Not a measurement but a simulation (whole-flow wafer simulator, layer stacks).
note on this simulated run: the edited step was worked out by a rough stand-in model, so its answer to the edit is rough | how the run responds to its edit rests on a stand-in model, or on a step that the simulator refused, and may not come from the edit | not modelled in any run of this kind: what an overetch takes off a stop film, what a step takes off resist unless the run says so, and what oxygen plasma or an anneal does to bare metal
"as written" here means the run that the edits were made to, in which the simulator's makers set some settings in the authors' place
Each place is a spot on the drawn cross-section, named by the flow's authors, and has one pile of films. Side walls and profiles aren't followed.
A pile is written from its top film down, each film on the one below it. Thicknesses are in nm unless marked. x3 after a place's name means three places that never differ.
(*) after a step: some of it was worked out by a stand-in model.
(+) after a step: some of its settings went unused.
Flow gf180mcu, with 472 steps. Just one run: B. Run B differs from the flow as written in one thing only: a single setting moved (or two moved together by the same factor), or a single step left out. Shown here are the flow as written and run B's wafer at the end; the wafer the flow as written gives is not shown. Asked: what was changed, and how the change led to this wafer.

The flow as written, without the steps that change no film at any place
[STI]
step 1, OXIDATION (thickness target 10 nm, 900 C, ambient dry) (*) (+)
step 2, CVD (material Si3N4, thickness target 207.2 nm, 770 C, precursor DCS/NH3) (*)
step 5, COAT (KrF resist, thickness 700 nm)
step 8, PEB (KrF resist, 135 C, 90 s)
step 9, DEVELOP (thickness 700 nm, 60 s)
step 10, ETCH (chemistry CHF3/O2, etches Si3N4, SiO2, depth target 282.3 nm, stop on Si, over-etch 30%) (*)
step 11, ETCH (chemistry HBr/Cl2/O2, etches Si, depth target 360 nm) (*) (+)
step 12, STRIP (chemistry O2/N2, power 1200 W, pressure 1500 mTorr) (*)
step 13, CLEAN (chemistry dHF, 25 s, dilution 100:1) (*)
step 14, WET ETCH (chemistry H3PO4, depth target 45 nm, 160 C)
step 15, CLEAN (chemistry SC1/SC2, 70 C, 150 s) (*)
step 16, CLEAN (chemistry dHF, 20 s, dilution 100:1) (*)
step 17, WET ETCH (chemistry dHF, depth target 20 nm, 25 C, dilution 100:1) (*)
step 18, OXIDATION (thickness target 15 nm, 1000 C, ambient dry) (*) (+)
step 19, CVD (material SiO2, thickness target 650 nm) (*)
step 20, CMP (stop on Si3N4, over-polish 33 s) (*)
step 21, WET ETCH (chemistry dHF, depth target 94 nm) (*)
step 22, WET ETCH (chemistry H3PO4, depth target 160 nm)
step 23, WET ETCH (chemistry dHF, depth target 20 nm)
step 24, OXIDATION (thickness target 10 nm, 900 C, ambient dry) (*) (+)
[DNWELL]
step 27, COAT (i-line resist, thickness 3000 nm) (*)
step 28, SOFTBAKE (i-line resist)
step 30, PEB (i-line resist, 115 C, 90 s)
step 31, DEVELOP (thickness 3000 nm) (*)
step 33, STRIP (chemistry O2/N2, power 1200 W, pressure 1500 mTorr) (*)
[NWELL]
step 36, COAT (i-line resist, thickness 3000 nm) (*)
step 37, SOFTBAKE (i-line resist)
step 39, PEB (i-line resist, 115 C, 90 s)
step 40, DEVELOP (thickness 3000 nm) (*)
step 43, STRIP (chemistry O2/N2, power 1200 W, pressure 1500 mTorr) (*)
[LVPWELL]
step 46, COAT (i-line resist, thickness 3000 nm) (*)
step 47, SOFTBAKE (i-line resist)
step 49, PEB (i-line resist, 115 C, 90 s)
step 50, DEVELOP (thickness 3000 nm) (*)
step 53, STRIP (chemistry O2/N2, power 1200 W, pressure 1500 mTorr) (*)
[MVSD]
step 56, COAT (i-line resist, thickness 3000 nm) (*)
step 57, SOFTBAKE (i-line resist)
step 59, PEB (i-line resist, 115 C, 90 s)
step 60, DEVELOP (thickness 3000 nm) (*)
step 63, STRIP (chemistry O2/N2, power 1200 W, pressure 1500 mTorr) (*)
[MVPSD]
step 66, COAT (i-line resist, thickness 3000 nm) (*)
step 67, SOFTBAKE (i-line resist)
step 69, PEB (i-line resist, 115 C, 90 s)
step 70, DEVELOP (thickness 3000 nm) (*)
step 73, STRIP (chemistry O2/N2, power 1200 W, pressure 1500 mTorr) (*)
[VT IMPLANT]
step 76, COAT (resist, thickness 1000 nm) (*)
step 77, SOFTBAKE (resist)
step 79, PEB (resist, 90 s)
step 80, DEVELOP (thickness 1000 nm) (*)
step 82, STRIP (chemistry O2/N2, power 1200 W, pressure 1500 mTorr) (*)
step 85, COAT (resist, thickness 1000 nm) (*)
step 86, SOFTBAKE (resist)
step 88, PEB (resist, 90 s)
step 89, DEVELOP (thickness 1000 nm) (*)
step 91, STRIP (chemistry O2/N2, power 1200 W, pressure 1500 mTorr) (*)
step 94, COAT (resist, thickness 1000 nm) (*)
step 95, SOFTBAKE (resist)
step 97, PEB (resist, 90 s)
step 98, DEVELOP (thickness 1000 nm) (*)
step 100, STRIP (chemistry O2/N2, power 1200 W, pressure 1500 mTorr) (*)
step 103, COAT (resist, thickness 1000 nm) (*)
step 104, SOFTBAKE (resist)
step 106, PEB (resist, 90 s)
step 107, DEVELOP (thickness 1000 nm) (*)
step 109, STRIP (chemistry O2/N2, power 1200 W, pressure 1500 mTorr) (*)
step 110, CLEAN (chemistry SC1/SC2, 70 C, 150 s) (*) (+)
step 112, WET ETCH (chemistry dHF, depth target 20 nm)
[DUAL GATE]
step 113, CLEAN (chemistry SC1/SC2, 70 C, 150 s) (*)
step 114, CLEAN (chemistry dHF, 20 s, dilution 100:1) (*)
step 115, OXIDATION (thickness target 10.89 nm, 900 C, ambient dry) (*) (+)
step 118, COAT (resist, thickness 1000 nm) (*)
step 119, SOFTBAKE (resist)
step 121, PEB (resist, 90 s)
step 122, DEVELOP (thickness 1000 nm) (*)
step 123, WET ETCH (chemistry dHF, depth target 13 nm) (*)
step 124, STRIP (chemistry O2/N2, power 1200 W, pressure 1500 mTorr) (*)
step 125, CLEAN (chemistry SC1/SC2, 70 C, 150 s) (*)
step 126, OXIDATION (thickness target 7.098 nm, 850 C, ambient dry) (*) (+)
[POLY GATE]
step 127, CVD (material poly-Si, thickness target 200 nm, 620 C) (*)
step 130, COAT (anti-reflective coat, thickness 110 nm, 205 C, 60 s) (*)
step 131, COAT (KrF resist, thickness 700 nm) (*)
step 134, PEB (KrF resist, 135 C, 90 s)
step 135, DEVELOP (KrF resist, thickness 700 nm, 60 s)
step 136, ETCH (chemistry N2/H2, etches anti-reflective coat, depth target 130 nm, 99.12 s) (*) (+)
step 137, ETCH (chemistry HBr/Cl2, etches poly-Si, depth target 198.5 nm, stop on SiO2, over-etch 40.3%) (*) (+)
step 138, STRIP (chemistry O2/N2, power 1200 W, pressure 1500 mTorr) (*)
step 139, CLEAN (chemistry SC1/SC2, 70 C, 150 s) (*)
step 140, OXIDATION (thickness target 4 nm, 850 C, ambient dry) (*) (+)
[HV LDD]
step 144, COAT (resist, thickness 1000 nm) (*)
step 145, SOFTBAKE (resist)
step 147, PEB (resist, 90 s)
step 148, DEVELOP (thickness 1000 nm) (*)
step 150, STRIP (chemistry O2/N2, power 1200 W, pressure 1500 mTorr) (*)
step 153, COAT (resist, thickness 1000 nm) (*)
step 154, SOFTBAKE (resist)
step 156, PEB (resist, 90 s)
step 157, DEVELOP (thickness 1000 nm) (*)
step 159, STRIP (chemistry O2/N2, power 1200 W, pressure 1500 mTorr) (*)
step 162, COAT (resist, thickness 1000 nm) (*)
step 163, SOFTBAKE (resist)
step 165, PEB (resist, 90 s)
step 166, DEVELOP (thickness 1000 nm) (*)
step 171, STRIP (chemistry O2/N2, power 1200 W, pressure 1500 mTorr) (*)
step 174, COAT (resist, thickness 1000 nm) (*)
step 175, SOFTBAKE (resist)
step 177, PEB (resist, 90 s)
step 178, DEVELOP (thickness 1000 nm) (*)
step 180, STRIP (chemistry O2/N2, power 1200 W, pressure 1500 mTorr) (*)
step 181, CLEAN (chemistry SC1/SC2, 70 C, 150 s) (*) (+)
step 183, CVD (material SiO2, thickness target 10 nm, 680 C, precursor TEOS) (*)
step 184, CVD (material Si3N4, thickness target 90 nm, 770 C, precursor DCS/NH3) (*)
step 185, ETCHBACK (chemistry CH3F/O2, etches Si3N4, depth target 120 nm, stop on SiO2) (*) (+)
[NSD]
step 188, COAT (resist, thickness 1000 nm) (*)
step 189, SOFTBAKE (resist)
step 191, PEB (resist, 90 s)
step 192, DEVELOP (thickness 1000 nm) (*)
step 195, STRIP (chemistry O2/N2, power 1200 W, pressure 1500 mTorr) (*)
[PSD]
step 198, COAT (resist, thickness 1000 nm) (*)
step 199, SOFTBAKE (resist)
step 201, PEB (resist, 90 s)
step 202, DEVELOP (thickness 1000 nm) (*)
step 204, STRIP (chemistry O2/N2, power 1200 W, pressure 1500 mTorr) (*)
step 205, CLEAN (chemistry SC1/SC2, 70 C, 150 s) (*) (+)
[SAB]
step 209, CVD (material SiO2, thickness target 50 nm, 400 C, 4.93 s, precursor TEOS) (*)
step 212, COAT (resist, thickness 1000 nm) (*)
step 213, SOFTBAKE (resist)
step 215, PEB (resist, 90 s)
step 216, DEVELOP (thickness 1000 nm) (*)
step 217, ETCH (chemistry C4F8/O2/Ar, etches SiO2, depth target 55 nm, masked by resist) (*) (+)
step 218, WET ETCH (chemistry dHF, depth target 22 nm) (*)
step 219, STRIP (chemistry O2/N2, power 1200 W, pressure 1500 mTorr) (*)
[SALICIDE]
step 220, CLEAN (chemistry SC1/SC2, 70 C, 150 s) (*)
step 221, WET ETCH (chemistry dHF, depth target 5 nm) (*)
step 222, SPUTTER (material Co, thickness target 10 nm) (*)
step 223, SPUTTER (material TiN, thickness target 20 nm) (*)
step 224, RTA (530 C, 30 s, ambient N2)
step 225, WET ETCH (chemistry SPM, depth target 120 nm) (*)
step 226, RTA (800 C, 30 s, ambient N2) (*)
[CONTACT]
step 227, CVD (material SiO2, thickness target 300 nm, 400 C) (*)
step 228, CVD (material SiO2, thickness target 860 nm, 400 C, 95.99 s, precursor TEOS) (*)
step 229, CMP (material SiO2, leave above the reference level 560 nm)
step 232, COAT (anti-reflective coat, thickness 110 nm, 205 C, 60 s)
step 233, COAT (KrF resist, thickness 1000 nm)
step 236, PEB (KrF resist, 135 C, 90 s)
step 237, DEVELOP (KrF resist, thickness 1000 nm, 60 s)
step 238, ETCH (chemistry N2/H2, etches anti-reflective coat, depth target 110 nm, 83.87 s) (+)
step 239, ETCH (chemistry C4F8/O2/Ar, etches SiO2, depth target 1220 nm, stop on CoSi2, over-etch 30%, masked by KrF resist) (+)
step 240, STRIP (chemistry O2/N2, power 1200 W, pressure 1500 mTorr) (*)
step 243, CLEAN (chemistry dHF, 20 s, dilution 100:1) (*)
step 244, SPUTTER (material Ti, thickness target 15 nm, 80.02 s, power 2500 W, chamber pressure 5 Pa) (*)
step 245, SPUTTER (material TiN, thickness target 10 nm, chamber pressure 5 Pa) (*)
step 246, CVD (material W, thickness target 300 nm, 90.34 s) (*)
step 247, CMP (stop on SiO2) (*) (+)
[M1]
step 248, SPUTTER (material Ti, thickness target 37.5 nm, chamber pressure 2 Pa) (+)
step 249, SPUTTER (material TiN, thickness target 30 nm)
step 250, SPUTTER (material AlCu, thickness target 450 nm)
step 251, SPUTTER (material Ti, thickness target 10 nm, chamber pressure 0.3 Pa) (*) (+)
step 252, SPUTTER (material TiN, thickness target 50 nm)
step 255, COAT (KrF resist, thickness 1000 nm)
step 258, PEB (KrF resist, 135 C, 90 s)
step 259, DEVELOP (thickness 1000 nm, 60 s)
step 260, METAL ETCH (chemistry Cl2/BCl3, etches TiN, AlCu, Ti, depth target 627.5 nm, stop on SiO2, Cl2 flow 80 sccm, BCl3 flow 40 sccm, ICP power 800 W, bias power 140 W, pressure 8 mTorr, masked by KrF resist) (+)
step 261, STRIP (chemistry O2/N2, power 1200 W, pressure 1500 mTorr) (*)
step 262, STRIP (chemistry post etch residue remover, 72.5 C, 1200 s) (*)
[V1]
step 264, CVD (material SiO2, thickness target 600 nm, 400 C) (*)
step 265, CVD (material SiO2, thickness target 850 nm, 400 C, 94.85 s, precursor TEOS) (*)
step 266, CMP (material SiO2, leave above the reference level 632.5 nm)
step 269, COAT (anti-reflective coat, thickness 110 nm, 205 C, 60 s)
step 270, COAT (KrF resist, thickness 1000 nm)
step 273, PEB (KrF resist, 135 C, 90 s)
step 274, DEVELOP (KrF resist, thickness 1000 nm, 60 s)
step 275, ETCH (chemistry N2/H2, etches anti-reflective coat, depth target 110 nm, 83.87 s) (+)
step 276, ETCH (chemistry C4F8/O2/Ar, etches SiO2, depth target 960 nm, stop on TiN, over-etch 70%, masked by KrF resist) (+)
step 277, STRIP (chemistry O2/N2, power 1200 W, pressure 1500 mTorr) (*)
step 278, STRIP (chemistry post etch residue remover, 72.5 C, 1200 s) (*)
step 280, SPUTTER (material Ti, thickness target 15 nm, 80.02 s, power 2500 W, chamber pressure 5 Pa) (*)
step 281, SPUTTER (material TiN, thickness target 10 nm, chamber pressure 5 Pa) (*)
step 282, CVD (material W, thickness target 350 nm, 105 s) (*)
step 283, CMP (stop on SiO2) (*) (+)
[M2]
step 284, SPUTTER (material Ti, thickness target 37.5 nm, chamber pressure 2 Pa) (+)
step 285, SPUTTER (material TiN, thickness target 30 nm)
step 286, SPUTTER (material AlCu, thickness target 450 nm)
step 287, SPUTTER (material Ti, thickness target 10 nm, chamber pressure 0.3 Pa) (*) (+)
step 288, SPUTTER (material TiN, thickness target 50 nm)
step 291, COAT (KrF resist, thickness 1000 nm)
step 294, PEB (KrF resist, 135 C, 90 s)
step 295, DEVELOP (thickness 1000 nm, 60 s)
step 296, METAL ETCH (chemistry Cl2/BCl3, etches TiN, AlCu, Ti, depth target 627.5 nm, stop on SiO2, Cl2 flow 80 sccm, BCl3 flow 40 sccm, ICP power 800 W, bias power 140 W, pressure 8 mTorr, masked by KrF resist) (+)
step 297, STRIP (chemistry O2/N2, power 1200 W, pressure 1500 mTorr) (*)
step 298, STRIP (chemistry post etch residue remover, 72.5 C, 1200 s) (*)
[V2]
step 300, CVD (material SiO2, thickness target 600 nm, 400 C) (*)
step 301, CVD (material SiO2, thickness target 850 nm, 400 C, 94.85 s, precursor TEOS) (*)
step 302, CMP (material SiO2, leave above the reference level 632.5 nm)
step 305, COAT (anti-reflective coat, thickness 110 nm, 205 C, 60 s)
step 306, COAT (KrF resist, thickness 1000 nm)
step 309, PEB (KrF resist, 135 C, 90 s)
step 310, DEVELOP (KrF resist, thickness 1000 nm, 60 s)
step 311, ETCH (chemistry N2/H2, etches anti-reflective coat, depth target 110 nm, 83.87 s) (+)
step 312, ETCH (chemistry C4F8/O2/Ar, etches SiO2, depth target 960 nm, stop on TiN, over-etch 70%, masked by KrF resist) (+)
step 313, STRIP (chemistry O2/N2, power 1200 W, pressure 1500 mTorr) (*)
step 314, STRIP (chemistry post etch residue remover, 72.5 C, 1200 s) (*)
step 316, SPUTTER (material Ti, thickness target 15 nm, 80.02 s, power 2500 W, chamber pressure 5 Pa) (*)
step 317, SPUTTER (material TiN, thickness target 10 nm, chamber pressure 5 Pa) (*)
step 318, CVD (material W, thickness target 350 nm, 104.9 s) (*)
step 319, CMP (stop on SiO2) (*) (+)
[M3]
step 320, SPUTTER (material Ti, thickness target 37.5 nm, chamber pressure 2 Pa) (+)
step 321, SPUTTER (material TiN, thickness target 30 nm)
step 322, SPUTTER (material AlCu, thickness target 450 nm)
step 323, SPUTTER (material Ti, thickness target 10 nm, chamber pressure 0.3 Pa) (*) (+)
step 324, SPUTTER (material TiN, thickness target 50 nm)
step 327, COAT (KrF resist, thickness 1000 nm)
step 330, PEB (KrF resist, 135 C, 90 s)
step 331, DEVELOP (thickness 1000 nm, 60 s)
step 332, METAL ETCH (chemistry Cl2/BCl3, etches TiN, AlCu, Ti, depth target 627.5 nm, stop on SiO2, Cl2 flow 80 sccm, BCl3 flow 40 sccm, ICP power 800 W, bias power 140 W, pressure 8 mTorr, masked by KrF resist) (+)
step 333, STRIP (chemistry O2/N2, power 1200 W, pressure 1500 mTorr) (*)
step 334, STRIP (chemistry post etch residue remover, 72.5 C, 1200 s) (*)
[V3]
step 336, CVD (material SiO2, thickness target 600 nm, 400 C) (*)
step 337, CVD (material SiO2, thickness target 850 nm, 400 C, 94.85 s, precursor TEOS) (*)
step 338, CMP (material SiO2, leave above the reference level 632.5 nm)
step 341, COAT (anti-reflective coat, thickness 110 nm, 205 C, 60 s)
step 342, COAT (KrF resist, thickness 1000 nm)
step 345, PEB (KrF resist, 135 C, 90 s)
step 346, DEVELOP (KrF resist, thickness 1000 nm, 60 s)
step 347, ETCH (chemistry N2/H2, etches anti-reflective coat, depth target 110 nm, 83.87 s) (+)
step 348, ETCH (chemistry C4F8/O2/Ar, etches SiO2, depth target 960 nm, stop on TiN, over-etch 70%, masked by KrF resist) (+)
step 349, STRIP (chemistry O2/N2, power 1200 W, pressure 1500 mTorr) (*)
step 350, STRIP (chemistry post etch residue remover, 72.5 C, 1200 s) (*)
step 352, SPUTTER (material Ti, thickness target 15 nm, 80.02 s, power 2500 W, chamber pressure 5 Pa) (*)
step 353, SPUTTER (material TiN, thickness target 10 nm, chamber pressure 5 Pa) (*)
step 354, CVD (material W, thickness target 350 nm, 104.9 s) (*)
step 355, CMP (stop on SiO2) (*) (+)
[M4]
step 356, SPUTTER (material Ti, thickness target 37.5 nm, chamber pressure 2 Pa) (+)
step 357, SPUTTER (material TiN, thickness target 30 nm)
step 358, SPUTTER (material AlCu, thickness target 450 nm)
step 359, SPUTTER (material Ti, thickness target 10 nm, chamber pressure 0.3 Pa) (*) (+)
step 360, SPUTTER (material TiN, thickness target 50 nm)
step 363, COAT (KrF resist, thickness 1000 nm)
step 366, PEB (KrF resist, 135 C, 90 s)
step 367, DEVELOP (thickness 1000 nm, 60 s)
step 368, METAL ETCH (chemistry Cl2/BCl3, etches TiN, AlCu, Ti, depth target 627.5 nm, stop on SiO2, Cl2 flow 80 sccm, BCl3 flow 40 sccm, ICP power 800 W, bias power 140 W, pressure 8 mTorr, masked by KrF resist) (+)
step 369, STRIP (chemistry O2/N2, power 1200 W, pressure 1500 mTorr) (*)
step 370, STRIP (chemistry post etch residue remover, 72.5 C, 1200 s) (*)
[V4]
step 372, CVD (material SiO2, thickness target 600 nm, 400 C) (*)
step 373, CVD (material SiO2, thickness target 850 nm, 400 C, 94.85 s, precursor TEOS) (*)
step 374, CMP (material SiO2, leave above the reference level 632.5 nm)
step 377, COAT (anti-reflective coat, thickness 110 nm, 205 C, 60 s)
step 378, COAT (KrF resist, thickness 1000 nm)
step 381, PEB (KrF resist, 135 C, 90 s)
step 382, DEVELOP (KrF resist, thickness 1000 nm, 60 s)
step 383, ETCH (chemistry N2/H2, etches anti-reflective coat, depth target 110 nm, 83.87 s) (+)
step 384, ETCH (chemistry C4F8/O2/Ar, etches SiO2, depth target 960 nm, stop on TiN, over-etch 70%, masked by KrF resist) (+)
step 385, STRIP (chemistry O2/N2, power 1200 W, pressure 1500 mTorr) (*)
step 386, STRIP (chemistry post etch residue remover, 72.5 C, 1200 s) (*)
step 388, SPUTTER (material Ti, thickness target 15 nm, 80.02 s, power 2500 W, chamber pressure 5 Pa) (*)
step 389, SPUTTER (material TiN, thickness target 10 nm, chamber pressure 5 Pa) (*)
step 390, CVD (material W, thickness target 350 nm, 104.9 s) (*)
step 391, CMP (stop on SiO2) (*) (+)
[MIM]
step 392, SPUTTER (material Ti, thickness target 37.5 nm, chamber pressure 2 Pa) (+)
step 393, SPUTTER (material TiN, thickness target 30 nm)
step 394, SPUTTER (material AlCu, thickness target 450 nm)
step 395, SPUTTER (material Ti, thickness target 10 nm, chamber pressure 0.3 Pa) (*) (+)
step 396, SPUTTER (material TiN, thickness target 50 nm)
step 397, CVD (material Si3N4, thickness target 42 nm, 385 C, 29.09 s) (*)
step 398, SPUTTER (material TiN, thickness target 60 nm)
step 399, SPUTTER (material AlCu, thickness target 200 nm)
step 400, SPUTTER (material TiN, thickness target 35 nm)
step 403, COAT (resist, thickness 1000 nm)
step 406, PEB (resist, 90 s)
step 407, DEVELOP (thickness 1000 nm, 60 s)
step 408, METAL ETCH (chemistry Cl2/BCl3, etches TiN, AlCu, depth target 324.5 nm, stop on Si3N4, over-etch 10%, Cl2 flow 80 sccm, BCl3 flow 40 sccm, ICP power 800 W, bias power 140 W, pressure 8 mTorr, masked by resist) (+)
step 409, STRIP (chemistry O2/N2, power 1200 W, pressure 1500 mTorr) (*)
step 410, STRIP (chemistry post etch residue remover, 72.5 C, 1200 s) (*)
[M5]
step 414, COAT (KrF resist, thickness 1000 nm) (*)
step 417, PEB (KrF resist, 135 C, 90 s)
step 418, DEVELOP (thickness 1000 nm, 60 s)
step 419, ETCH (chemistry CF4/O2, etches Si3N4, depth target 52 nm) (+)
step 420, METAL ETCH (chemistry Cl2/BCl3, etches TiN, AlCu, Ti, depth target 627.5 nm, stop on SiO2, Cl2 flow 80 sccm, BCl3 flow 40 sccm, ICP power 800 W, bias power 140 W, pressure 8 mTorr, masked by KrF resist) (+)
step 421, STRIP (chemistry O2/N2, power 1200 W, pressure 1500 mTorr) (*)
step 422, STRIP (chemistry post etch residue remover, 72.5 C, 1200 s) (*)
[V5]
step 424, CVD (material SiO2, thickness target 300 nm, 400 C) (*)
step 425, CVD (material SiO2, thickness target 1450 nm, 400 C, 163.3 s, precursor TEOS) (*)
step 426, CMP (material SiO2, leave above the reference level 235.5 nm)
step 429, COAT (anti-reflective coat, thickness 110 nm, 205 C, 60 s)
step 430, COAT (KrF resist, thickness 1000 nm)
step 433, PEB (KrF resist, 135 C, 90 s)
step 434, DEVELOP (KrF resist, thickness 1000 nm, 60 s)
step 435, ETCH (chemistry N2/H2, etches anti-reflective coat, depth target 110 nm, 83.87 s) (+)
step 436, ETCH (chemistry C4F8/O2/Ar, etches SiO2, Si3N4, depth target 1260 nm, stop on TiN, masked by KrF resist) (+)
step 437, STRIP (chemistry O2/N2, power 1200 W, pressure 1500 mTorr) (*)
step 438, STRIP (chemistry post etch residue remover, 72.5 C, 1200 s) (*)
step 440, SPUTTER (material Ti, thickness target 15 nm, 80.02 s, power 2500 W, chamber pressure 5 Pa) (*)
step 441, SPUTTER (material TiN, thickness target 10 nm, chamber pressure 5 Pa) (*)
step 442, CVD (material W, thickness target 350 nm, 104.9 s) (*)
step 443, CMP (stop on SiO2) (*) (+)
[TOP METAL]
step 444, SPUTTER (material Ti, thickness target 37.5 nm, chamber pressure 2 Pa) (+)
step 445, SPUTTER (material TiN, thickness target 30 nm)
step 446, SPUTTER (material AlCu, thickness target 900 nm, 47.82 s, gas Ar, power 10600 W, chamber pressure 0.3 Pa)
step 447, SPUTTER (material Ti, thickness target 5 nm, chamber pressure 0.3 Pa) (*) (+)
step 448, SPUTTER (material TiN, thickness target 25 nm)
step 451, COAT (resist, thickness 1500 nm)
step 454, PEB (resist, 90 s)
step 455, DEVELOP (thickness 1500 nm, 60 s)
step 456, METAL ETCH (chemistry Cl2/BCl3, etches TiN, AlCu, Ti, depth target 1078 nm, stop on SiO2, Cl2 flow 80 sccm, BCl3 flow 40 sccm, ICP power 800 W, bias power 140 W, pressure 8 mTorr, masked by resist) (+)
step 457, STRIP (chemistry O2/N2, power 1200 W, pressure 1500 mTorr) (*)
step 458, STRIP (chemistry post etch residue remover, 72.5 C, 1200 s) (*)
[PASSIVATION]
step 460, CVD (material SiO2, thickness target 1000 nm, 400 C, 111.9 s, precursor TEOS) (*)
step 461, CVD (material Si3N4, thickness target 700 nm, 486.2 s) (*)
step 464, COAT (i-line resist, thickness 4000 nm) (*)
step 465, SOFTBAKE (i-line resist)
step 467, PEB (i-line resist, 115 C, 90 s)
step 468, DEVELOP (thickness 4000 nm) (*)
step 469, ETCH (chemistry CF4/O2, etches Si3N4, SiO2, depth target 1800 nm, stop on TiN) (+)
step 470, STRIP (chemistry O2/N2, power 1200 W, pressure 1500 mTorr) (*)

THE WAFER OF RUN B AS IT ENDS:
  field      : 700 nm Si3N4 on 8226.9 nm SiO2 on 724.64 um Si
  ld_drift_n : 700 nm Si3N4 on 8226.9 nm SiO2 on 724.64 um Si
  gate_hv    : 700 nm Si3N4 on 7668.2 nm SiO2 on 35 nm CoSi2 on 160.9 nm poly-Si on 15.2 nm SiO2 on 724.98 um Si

What caused this: step 126, OXIDATION: thickness target 8.163 nm was run, whereas the flow has thickness target 7.098 nm.

How this came from the change, step by step:
  step 126, OXIDATION (thickness target 7.098 nm, 850 C, ambient dry) (*) (+)
      gate_hv, active_hv, active_nat and 25 more: +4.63 SiO2, -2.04 Si (it would be, as written: +3.72 SiO2, -1.64 Si)
      active, n_well, p_well and 12 more: +8.16 SiO2 (new film), -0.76 chemical SiO2 (all of it), -3.26 Si (it would be, as written: +7.1 SiO2 (new film), -0.76 chemical SiO2 (all of it), -2.79 Si)
  step 189, SOFTBAKE (resist)
      nw_enc_fld_lv__w3: -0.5 resist (it would be, as written: +0.35 resist)
  step 199, SOFTBAKE (resist)
      nw_enc_fld_lv__w3: -0.5 resist (it would be, as written: +0.35 resist)
  step 218, WET ETCH (chemistry dHF, depth target 22 nm) (*)
      active, p_well, sd_n, iso_ptap_pw, iso_ntap_nw, iso_ptap_sub, vpnp_e: -10 SiO2 (all of it) (it would be, as written: -9.01 SiO2 (all of it))
      ldn_tap, ldn_src, ldn_drn, ldp_tap, ldp_src, ldp_drn, ldp_gr: -16.8 SiO2 (all of it) (it would be, as written: -16 SiO2 (all of it))
      (also at 9 further places)
